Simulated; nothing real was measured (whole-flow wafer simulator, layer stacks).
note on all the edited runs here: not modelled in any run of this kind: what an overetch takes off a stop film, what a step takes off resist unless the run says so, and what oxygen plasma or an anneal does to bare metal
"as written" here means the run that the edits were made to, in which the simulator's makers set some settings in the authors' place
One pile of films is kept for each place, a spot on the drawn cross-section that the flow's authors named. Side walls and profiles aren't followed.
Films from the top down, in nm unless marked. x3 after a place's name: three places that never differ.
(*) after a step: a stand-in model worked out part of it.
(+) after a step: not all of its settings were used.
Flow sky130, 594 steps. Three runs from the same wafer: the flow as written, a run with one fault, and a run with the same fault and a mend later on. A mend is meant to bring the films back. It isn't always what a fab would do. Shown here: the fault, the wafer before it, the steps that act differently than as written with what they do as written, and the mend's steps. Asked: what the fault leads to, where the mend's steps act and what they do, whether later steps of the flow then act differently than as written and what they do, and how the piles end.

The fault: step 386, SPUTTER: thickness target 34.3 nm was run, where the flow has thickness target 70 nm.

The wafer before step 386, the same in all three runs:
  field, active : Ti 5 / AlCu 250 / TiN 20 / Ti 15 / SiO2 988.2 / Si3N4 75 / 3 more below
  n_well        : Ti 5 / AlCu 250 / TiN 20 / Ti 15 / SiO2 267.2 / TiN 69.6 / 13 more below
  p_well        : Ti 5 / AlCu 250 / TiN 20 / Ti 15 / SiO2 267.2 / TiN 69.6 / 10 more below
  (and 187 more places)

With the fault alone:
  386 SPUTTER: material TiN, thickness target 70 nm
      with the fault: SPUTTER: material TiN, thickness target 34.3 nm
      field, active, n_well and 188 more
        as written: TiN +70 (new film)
        with the fault: TiN +34.3 (new film)
  Later steps of the flow that act differently than as written (10 more steps differ only slightly, by at most 2% or 0.5 nm, whichever is larger, and aren't shown):
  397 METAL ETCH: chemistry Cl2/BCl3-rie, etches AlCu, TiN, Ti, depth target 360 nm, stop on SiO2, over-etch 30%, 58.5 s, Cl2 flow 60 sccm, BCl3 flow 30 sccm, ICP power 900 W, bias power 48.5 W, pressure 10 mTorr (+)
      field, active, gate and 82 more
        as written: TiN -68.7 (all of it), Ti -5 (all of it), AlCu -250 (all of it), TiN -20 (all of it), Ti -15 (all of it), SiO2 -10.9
        with the fault: TiN -33 (all of it), Ti -5 (all of it), AlCu -250 (all of it), TiN -20 (all of it), Ti -15 (all of it), SiO2 -14.5
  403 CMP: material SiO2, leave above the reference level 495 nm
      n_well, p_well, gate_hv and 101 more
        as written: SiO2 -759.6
        with the fault: SiO2 -723.9
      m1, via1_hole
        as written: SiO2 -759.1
        with the fault: SiO2 -723.4
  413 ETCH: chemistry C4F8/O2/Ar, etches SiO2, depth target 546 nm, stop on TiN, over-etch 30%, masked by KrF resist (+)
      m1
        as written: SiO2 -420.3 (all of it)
        with the fault: SiO2 -456 (all of it)
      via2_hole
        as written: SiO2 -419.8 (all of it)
        with the fault: SiO2 -455.5 (all of it)
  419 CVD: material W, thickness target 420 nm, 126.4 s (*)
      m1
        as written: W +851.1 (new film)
        with the fault: W +887.3 (new film)
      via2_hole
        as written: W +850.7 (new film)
        with the fault: W +886.8 (new film)
  At the end the piles differ from the flow's by more than 2% or 0.5 nm, whichever is larger, at n_well, p_well, gate_hv and 103 more.
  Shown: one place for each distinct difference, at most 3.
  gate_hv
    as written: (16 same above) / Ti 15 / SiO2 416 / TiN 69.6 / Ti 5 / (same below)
    with the fault: (16 same above) / Ti 15 / SiO2 451.7 / TiN 33.9 / Ti 5 / (same below)
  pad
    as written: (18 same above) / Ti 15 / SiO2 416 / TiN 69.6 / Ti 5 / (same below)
    with the fault: (18 same above) / Ti 15 / SiO2 451.7 / TiN 33.9 / Ti 5 / (same below)
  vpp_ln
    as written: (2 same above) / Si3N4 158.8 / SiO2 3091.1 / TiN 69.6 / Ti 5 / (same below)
    with the fault: (2 same above) / Si3N4 158.8 / SiO2 3126.8 / TiN 33.9 / Ti 5 / (same below)

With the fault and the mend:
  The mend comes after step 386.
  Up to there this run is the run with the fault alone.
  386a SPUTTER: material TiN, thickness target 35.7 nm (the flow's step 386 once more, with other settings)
      field, active, n_well and 188 more
        TiN +35.7
  No later step of the flow acts differently than as written at any place that is followed.
  At the end the piles are the same as the flow's at every place that both follow.
